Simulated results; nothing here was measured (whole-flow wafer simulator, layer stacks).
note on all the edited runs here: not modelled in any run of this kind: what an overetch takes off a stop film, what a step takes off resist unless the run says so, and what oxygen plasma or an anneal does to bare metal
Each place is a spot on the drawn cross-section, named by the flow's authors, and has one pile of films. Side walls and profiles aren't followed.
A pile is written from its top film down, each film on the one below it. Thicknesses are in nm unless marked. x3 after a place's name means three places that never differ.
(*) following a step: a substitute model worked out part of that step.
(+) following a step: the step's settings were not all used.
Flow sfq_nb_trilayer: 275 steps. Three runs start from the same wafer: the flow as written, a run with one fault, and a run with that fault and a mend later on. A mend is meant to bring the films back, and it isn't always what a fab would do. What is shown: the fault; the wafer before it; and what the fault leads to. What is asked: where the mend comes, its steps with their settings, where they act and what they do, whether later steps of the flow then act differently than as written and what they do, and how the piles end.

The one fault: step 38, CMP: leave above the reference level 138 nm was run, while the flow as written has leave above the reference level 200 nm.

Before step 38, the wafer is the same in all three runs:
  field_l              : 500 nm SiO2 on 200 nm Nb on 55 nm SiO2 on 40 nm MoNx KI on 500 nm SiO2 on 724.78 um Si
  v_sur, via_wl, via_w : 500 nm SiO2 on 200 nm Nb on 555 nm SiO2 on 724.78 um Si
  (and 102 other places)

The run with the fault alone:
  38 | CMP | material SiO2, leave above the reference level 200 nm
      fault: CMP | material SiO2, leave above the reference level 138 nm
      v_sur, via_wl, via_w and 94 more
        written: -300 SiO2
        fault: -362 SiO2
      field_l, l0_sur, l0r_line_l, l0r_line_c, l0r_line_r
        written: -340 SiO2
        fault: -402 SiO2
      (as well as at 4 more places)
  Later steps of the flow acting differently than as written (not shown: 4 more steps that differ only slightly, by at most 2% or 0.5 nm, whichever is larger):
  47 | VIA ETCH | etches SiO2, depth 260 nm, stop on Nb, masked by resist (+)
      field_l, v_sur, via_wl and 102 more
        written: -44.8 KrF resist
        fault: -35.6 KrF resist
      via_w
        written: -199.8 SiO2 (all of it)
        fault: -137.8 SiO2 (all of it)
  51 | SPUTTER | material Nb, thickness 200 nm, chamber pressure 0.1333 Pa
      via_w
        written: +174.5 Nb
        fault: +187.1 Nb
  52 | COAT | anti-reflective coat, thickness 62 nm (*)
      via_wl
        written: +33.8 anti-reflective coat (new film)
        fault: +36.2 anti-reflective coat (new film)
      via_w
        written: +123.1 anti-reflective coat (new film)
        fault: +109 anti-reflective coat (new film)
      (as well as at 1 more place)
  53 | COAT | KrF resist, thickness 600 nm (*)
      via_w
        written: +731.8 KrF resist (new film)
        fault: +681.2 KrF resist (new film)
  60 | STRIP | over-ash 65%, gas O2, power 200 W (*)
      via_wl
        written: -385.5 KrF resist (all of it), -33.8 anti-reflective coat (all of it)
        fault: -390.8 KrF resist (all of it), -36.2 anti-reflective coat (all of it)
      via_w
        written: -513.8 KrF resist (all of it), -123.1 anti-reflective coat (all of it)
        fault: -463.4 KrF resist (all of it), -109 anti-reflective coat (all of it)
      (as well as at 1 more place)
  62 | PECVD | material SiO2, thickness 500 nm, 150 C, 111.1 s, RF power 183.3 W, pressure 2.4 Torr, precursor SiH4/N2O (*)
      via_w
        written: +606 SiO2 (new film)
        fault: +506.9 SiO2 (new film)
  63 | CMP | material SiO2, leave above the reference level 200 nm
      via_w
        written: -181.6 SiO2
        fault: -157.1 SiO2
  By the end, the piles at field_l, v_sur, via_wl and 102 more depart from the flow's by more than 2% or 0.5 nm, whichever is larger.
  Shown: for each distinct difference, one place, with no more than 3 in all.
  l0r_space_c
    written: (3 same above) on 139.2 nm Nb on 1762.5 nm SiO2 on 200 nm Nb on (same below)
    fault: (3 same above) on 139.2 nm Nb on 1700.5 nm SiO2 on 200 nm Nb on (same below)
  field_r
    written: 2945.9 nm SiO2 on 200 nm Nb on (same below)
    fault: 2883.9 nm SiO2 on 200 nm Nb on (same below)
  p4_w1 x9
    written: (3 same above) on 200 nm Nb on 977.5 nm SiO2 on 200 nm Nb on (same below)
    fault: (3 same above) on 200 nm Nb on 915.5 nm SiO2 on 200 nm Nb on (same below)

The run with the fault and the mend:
  The mend stands after step 45.
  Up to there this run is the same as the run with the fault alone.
  45a | STRIP | over-ash 65%, gas O2, power 200 W (*)
      field_l, v_sur, via_wl and 102 more
        -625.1 KrF resist (all of it), -62 anti-reflective coat (all of it)
      via_w
        -62 anti-reflective coat (all of it)
  45b | PECVD | material SiO2, thickness 62 nm, 150 C, 13.78 s, RF power 183.3 W, pressure 2.4 Torr, precursor SiH4/N2O (a further turn of the flow's step 37, with different settings)
      field_l, v_sur, via_wl and 103 more
        +62 SiO2
  45c | COAT | anti-reflective coat, thickness 62 nm (a further turn of the flow's step 40)
      field_l, v_sur, via_wl and 103 more
        +62 anti-reflective coat (new film)
  45d | COAT | KrF resist, thickness 650 nm (a further turn of the flow's step 41)
      field_l, v_sur, via_wl and 103 more
        +650 KrF resist (new film)
  45e | SOFTBAKE | KrF resist (a further turn of the flow's step 42)
      leaves every film unchanged at each place that is followed
  45f | EXPOSE | photomask I0, dose 11.91 mJ/cm2, NA 0.6, wavelength 248 nm (*) (a further turn of the flow's step 43)
      leaves every film unchanged at each place that is followed
  45g | PEB | KrF resist, 90 s (a further turn of the flow's step 44)
      field_l, v_sur, via_wl and 103 more
        -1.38 KrF resist
  45h | DEVELOP | KrF resist, thickness 650 nm, 60 s (a further turn of the flow's step 45)
      field_l, v_sur, via_wl and 102 more
        -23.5 KrF resist
      via_w
        -648.6 KrF resist (all of it)
  None of the later steps of the flow acts differently than as written at any place that is followed.
  The piles end the same as the flow's at every place that both follow.
